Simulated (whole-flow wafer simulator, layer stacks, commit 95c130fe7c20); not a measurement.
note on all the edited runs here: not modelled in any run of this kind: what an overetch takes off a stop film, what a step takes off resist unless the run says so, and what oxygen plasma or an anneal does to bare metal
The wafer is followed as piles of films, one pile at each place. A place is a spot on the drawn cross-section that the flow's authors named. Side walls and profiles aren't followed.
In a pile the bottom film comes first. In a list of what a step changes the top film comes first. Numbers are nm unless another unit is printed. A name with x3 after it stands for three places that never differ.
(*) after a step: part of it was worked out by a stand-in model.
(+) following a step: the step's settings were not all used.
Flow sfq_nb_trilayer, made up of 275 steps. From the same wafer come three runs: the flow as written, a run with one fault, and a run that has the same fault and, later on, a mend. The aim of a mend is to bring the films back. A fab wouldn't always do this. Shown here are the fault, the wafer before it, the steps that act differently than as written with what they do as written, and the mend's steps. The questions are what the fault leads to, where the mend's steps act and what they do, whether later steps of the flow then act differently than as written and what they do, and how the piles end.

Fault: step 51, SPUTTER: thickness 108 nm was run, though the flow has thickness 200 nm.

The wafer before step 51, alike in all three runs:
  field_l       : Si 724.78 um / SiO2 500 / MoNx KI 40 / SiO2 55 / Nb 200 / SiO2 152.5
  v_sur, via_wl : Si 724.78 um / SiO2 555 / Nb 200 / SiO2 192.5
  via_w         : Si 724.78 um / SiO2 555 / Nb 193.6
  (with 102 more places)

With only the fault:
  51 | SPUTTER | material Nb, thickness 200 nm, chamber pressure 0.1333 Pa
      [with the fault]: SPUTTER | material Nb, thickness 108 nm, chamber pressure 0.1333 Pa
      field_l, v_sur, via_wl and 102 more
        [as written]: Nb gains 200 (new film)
        [with the fault]: Nb gains 108 (new film)
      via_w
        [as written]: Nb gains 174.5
        [with the fault]: Nb gains 95.1
  Later steps of the flow acting differently than as written (3 more steps, not shown, differ only slightly: by at most 2% or 0.5 nm, whichever is larger):
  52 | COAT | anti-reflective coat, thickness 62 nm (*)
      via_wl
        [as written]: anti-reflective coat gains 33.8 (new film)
        [with the fault]: anti-reflective coat gains 33.1 (new film)
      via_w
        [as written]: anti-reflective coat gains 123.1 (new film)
        [with the fault]: anti-reflective coat gains 119.2 (new film)
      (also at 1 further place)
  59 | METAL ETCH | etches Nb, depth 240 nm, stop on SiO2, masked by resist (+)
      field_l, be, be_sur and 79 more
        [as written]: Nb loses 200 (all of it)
        [with the fault]: Nb loses 108 (all of it)
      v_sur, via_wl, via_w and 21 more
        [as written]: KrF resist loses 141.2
        [with the fault]: KrF resist loses 95.3
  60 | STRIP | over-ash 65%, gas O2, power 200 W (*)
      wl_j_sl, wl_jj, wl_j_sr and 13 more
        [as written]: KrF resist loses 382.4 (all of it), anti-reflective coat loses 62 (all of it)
        [with the fault]: KrF resist loses 428.3 (all of it), anti-reflective coat loses 62 (all of it)
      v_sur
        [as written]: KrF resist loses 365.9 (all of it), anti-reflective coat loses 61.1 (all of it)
        [with the fault]: KrF resist loses 412.5 (all of it), anti-reflective coat loses 60.9 (all of it)
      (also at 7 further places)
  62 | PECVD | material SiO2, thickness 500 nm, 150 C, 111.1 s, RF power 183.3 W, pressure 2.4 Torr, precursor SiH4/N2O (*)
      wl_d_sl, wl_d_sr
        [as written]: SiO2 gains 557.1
        [with the fault]: SiO2 gains 500
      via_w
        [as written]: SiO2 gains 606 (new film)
        [with the fault]: SiO2 gains 583.5 (new film)
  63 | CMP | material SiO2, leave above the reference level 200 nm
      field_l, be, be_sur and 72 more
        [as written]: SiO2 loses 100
        [with the fault]: SiO2 loses 192
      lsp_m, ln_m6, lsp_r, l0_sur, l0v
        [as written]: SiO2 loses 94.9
        [with the fault]: SiO2 loses 192
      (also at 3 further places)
  By the end, the piles at field_l, v_sur, via_wl and 103 more depart from the flow's by more than 2% or 0.5 nm, whichever is larger.
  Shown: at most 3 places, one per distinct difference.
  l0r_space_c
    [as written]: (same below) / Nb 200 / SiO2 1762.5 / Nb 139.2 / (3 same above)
    [with the fault]: (same below) / Nb 200 / SiO2 1670.5 / Nb 139.2 / (3 same above)
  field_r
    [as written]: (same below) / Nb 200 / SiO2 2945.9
    [with the fault]: (same below) / Nb 200 / SiO2 2853.9
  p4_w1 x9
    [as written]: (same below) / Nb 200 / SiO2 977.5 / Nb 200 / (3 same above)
    [with the fault]: (same below) / Nb 200 / SiO2 885.5 / Nb 200 / (3 same above)

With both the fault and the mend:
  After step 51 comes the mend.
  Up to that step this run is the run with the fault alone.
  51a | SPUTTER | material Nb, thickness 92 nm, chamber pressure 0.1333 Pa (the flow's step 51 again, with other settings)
      field_l, v_sur, via_wl and 102 more
        Nb gains 92
      via_w
        Nb gains 75.3
  Later steps of the flow that are run all act as written at every place that is followed, up to a difference of at most 2% or 0.5 nm, whichever is larger.
  When the end is reached, the piles differ only a little from the flow's at the places that both follow, at most by 2% or 0.5 nm, whichever is larger.
